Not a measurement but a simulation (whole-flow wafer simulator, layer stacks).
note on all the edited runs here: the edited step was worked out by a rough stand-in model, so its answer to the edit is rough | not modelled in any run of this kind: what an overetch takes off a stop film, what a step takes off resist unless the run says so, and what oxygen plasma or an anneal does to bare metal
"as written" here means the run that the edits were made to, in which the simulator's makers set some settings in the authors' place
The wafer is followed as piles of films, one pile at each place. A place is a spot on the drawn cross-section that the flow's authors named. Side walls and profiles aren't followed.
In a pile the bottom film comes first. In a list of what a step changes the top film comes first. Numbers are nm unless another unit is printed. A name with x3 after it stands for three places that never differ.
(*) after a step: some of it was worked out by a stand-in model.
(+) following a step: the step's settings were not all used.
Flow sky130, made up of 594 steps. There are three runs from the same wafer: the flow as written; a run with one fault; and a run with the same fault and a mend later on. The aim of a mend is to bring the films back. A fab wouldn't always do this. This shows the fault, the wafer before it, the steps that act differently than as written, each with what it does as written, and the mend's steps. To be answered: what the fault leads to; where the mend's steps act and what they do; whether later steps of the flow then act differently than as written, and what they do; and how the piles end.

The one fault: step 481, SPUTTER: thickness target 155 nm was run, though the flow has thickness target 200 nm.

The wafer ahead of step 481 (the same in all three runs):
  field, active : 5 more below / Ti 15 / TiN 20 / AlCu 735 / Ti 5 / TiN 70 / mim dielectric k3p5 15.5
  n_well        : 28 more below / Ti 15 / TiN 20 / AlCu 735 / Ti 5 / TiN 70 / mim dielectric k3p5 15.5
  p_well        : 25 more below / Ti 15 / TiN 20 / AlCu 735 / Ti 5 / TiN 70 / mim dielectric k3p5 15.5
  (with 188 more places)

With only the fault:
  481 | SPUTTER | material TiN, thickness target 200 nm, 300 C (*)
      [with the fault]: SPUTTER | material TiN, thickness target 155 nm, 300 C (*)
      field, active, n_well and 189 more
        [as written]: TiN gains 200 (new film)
        [with the fault]: TiN gains 155 (new film)
  Steps later in the flow that act otherwise than as written (not shown: 3 more steps that differ only slightly, by at most 2% or 0.5 nm, whichever is larger):
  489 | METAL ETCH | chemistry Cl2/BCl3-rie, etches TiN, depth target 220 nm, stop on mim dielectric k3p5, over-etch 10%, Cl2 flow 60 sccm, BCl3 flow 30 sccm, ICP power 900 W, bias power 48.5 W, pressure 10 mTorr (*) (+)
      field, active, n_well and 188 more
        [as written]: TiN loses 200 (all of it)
        [with the fault]: TiN loses 155 (all of it)
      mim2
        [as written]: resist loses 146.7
        [with the fault]: resist loses 113.7
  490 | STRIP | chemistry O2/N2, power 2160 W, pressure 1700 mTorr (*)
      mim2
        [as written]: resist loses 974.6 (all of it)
        [with the fault]: resist loses 1007.6 (all of it)
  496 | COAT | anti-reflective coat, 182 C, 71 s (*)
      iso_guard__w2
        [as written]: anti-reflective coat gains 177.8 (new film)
        [with the fault]: anti-reflective coat gains 148.2 (new film)
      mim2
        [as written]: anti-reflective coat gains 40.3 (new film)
        [with the fault]: anti-reflective coat gains 31.3 (new film)
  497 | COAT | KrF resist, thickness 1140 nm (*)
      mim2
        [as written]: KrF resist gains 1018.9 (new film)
        [with the fault]: KrF resist gains 1061 (new film)
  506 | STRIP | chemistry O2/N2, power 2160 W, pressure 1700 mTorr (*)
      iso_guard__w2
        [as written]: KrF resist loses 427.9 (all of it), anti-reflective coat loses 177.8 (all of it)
        [with the fault]: KrF resist loses 447.9 (all of it), anti-reflective coat loses 148.2 (all of it)
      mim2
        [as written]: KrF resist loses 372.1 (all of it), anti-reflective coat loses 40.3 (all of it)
        [with the fault]: KrF resist loses 414.1 (all of it), anti-reflective coat loses 31.3 (all of it)
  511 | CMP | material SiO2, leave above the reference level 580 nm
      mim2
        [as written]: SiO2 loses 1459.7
        [with the fault]: SiO2 loses 1414.7
  By the end, the piles at mim2 depart from the flow's by more than 2% or 0.5 nm, whichever is larger.
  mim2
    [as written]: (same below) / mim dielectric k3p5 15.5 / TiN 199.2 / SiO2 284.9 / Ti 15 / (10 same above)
    [with the fault]: (same below) / mim dielectric k3p5 15.5 / TiN 154.2 / SiO2 329.9 / Ti 15 / (10 same above)

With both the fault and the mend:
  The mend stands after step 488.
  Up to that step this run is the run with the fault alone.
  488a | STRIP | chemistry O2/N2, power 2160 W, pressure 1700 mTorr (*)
      mim2
        resist loses 1121.3 (all of it)
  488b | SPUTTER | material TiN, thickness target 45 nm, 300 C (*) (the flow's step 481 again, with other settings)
      field, active, n_well and 189 more
        TiN gains 45
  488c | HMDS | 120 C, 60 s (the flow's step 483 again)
      alters no film at any place that is followed
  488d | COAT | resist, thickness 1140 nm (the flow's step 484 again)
      field, active, n_well and 187 more
        resist gains 1140 (new film)
      m1, via3_hole
        resist gains 1140.6 (new film)
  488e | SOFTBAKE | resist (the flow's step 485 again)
      alters no film at any place that is followed
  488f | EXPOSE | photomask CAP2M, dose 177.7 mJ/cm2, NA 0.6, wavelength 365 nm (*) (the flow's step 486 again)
      alters no film at any place that is followed
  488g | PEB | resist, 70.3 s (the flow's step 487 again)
      field, active, n_well and 189 more
        resist loses 18.7
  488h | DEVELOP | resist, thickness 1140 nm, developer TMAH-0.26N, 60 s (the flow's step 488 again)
      field, active, n_well and 186 more
        resist loses 1121.3 (all of it)
      m1, via3_hole
        resist loses 1121.9 (all of it)
  Every later step of the flow that is run acts as written at every place that is followed.
  At every place that both follow, the piles at the end match the flow's.
